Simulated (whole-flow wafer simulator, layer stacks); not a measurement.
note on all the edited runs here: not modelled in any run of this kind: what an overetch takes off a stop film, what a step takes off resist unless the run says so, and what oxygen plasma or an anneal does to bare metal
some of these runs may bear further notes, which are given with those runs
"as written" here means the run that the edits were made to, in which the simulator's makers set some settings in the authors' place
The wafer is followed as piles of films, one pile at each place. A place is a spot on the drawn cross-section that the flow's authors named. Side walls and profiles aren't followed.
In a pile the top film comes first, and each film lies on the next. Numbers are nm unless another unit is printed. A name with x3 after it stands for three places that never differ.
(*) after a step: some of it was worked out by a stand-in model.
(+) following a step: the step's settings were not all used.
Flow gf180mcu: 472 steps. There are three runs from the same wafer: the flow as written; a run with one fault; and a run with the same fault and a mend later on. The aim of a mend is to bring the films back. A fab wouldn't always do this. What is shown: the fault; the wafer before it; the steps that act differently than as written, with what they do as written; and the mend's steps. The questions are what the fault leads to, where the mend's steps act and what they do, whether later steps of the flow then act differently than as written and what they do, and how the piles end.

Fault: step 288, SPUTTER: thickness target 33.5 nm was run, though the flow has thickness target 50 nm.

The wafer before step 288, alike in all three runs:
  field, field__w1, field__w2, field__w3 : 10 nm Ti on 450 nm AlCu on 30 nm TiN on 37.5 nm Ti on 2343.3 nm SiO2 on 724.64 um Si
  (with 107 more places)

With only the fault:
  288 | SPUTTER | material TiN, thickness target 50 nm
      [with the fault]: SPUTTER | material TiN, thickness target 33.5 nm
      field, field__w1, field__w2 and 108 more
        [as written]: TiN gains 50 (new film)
        [with the fault]: TiN gains 33.5 (new film)
  Steps later in the flow that act otherwise than as written (4 more steps, not shown, differ only slightly: by at most 2% or 0.5 nm, whichever is larger):
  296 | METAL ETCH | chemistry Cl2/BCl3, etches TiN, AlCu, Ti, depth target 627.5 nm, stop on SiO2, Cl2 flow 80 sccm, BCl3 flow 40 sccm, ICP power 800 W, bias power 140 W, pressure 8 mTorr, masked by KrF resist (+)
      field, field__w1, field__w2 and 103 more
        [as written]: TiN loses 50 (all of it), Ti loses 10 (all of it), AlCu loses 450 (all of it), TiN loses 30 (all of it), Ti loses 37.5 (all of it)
        [with the fault]: TiN loses 33.5 (all of it), Ti loses 10 (all of it), AlCu loses 450 (all of it), TiN loses 30 (all of it), Ti loses 37.5 (all of it)
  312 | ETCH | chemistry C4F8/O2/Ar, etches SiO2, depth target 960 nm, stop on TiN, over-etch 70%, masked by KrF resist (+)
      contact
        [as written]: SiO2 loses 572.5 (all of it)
        [with the fault]: SiO2 loses 589 (all of it)
  By the end, the piles at field__w8, contact, m1, m1__w1, m1_nw depart from the flow's by more than 2% or 0.5 nm, whichever is larger.
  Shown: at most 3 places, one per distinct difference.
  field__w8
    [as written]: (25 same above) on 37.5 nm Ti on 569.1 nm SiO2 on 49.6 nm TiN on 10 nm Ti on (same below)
    [with the fault]: (25 same above) on 37.5 nm Ti on 585.6 nm SiO2 on 33.1 nm TiN on 10 nm Ti on (same below)
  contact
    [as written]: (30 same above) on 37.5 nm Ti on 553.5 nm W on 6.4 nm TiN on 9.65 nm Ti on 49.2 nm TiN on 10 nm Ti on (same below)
    [with the fault]: (30 same above) on 37.5 nm Ti on 570.2 nm W on 6.34 nm TiN on 9.56 nm Ti on 32.7 nm TiN on 10 nm Ti on (same below)

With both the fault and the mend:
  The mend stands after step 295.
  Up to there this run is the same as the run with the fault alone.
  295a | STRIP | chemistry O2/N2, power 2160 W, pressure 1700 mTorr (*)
      field__w8, contact, m1, m1__w1, m1_nw
        KrF resist loses 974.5 (all of it)
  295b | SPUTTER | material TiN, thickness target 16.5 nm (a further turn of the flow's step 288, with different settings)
      field, field__w1, field__w2 and 108 more
        TiN gains 16.5
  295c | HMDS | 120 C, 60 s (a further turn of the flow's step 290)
      leaves every film unchanged at each place that is followed
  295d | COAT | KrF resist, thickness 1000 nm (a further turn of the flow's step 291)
      field, field__w1, field__w2 and 108 more
        KrF resist gains 1000 (new film)
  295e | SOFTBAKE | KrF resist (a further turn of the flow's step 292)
      leaves every film unchanged at each place that is followed
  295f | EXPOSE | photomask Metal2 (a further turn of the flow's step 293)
      leaves every film unchanged at each place that is followed
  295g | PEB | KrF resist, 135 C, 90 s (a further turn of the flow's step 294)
      field, field__w1, field__w2 and 108 more
        KrF resist loses 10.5
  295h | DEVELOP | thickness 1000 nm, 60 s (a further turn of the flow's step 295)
      field, field__w1, field__w2 and 103 more
        KrF resist loses 989.5 (all of it)
      field__w8, contact, m1, m1__w1, m1_nw
        KrF resist loses 14.9
  Every later step of the flow that is run acts as written at every place that is followed.
  The piles end the same as the flow's at every place that both follow.
